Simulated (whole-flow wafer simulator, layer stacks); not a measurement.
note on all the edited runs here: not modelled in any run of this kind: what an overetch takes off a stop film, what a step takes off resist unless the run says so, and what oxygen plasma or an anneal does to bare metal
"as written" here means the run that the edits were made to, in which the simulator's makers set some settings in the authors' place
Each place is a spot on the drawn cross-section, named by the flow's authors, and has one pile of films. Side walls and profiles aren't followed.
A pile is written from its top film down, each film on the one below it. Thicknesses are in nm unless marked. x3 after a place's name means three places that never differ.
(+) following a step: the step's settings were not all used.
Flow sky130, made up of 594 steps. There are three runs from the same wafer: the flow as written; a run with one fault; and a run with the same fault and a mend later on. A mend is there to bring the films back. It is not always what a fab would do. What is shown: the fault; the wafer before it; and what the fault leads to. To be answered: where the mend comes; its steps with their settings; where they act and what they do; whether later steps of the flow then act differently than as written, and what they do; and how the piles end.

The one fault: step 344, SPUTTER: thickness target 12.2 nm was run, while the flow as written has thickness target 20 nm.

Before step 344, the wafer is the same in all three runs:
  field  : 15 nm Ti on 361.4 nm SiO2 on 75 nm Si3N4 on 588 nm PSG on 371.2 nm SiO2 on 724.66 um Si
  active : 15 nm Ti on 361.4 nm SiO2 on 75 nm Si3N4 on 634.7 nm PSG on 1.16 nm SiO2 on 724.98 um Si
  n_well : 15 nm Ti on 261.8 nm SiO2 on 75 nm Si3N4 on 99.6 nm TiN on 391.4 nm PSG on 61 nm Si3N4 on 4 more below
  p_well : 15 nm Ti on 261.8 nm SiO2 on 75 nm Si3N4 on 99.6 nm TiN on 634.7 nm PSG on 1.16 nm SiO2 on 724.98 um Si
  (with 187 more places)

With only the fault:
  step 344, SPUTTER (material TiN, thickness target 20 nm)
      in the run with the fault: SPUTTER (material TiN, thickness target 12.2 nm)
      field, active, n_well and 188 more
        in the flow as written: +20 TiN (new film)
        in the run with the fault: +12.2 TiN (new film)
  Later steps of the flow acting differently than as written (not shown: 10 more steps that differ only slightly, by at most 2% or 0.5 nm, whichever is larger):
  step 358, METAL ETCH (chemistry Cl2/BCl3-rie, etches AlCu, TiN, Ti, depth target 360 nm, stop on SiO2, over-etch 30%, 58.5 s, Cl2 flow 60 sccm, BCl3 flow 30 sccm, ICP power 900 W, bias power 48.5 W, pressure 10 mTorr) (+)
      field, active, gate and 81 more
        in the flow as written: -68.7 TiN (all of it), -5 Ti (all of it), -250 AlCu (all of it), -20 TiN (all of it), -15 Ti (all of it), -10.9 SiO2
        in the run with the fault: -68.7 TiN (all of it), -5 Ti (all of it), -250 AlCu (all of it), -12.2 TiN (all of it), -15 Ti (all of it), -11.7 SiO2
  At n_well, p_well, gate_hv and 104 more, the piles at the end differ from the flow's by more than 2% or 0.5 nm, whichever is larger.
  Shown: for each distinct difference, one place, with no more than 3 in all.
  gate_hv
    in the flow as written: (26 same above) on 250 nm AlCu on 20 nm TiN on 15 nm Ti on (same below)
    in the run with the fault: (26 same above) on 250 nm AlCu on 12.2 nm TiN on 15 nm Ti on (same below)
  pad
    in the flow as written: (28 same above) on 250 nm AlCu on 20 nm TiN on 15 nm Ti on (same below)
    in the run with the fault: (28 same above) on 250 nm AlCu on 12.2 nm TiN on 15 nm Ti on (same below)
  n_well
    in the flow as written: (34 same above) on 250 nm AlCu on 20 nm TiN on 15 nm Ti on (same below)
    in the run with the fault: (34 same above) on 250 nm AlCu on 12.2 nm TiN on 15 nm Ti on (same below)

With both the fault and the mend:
  After step 344 comes the mend.
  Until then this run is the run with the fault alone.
  step 344a, SPUTTER (material TiN, thickness target 7.8 nm) (the flow's step 344 again, with other settings)
      field, active, n_well and 188 more
        +7.8 TiN
  None of the later steps of the flow acts differently than as written at any place that is followed.
  At every place that both follow, the piles at the end match the flow's.
